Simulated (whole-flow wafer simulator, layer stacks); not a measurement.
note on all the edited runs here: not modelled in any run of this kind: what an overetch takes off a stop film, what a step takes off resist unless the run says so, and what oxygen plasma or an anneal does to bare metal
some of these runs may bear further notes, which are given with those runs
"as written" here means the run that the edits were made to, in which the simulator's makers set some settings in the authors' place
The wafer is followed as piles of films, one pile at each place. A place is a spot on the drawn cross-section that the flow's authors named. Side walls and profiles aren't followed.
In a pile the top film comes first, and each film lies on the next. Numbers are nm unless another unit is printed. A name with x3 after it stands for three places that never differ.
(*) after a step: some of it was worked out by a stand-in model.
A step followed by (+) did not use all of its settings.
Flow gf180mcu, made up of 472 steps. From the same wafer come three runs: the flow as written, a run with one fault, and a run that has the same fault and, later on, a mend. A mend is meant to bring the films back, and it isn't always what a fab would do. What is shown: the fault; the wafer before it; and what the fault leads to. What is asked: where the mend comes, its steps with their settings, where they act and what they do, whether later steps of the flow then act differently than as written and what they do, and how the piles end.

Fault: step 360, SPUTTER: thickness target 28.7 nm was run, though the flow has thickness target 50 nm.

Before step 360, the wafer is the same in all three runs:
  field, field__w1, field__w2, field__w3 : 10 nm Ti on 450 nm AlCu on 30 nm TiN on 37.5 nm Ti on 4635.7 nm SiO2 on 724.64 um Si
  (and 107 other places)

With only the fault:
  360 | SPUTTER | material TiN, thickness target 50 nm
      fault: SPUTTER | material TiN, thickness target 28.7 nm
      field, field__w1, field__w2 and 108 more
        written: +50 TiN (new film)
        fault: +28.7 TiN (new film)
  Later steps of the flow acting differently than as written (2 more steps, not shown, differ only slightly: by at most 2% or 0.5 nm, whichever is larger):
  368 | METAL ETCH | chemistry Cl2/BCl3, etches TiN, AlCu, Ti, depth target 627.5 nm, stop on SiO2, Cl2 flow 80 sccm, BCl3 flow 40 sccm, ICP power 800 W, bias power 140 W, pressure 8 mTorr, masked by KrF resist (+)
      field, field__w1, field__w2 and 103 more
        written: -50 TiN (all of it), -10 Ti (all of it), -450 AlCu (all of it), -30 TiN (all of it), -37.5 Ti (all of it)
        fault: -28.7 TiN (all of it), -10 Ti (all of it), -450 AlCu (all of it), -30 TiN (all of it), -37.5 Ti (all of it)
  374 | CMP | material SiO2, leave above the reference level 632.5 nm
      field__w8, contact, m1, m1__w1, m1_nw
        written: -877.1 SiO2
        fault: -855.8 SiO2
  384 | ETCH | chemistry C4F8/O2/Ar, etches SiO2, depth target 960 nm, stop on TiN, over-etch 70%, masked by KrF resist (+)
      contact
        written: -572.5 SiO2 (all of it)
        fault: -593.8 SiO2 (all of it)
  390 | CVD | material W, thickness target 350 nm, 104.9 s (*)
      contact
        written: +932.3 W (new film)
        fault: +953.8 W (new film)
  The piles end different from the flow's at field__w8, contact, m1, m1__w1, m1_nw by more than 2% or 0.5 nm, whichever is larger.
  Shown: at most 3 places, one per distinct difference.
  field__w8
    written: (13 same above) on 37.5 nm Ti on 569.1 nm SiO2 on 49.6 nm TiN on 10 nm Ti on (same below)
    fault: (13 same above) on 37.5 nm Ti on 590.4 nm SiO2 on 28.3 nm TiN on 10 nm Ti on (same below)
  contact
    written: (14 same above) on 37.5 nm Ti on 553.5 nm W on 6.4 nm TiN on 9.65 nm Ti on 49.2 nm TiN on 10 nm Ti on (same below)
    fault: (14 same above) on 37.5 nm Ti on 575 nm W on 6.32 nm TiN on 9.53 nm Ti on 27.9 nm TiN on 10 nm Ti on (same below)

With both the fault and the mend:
  The mend stands after step 367.
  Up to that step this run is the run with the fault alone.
  367a | STRIP | chemistry O2/N2, power 2160 W, pressure 1700 mTorr (*)
      field__w8, contact, m1, m1__w1, m1_nw
        -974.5 KrF resist (all of it)
  367b | SPUTTER | material TiN, thickness target 21.3 nm (the flow's step 360, run once more with other settings)
      field, field__w1, field__w2 and 108 more
        +21.3 TiN
  367c | HMDS | 120 C, 60 s (the flow's step 362, run once more)
      alters no film at any place that is followed
  367d | COAT | KrF resist, thickness 1000 nm (the flow's step 363, run once more)
      field, field__w1, field__w2 and 108 more
        +1000 KrF resist (new film)
  367e | SOFTBAKE | KrF resist (the flow's step 364, run once more)
      alters no film at any place that is followed
  367f | EXPOSE | photomask Metal4 (the flow's step 365, run once more)
      alters no film at any place that is followed
  367g | PEB | KrF resist, 135 C, 90 s (the flow's step 366, run once more)
      field, field__w1, field__w2 and 108 more
        -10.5 KrF resist
  367h | DEVELOP | thickness 1000 nm, 60 s (the flow's step 367, run once more)
      field, field__w1, field__w2 and 103 more
        -989.5 KrF resist (all of it)
      field__w8, contact, m1, m1__w1, m1_nw
        -14.9 KrF resist
  None of the later steps of the flow acts differently than as written at any place that is followed.
  At every place that both follow, the piles at the end match the flow's.
